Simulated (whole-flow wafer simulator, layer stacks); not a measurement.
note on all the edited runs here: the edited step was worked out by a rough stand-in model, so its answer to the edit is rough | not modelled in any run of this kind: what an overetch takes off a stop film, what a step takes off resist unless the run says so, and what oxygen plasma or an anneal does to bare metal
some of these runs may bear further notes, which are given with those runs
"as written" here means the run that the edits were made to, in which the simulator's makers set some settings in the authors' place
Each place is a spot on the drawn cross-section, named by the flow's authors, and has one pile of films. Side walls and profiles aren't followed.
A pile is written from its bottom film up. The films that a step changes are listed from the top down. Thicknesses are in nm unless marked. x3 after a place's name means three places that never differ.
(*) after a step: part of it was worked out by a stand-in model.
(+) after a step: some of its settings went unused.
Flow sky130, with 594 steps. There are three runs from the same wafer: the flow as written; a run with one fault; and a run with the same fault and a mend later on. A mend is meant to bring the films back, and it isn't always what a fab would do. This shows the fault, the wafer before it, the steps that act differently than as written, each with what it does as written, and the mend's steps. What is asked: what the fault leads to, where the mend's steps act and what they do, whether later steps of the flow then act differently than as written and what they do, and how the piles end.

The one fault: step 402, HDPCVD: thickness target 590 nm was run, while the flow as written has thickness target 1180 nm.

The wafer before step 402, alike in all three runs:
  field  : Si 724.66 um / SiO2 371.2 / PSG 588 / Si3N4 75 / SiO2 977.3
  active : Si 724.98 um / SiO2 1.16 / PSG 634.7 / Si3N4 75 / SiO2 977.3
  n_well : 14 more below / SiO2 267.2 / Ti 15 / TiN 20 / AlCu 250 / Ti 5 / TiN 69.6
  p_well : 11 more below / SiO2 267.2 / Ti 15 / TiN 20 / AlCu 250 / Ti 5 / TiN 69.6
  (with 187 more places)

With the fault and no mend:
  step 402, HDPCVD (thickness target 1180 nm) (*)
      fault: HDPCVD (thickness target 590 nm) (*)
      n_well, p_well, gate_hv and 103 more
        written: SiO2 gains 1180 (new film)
        fault: SiO2 gains 590 (new film)
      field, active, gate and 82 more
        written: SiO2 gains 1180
        fault: SiO2 gains 590
  Steps later in the flow that act otherwise than as written (22 more steps, not shown, differ only slightly: by at most 2% or 0.5 nm, whichever is larger):
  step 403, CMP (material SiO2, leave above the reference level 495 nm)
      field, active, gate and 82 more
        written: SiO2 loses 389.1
        fault: nothing
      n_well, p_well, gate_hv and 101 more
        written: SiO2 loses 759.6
        fault: SiO2 loses 169.6
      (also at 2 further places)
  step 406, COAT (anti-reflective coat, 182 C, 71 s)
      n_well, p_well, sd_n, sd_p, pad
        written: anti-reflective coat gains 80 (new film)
        fault: anti-reflective coat gains 3 (new film)
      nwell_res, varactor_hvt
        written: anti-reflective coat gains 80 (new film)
        fault: anti-reflective coat gains 45.8 (new film)
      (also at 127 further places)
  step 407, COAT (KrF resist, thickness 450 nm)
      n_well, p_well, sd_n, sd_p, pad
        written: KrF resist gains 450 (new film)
        fault: KrF resist gains 312.5 (new film)
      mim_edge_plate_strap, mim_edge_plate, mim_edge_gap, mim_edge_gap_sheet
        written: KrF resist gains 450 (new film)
        fault: KrF resist gains 435.3 (new film)
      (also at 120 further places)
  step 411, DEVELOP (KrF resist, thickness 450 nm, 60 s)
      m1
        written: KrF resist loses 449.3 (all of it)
        fault: KrF resist loses 385.9 (all of it)
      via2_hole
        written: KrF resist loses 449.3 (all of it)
        fault: KrF resist loses 337.1 (all of it)
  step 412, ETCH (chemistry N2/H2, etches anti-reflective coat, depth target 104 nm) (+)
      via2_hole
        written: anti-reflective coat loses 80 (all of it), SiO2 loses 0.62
        fault: anti-reflective coat loses 17 (all of it)
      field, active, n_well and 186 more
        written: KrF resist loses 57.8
        fault: KrF resist loses 10.4
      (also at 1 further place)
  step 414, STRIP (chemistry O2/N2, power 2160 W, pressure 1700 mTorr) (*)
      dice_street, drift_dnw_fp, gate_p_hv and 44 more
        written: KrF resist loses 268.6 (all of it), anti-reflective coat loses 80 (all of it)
        fault: KrF resist loses 316 (all of it), anti-reflective coat loses 80 (all of it)
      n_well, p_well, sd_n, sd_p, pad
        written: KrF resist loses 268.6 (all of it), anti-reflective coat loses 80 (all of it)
        fault: KrF resist loses 178.6 (all of it), anti-reflective coat loses 3 (all of it)
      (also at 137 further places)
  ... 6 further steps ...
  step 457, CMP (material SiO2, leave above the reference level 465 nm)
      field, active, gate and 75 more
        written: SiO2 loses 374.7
        fault: SiO2 loses 393.2
  By the end, the piles at field, active, gate and 85 more depart from the flow's by more than 2% or 0.5 nm, whichever is larger.
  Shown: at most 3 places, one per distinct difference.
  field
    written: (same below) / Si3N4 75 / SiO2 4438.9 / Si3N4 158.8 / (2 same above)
    fault: (same below) / Si3N4 75 / SiO2 1567.3 / TiN 20 / W 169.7 / SiO2 2681.9 / Si3N4 158.8 / (2 same above)
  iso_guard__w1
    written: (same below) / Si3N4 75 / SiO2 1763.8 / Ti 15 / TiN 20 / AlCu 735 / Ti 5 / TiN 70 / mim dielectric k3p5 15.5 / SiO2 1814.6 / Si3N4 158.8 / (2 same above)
    fault: (same below) / Si3N4 75 / SiO2 1567.3 / TiN 20 / W 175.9 / Ti 15 / TiN 20 / AlCu 735 / Ti 5 / TiN 70 / mim dielectric k3p5 15.5 / SiO2 1815.2 / Si3N4 158.8 / (2 same above)
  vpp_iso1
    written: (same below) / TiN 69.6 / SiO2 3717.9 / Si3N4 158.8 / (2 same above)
    fault: (same below) / TiN 69.6 / SiO2 846.3 / TiN 20 / W 169.7 / SiO2 2681.9 / Si3N4 158.8 / (2 same above)

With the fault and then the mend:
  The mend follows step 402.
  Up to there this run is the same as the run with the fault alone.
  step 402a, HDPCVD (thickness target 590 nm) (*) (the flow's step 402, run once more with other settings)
      field, active, n_well and 188 more
        SiO2 gains 590
  Later steps of the flow that are run all act as written at every place that is followed, up to a difference of at most 2% or 0.5 nm, whichever is larger.
  The piles end the same as the flow's at every place that both follow.
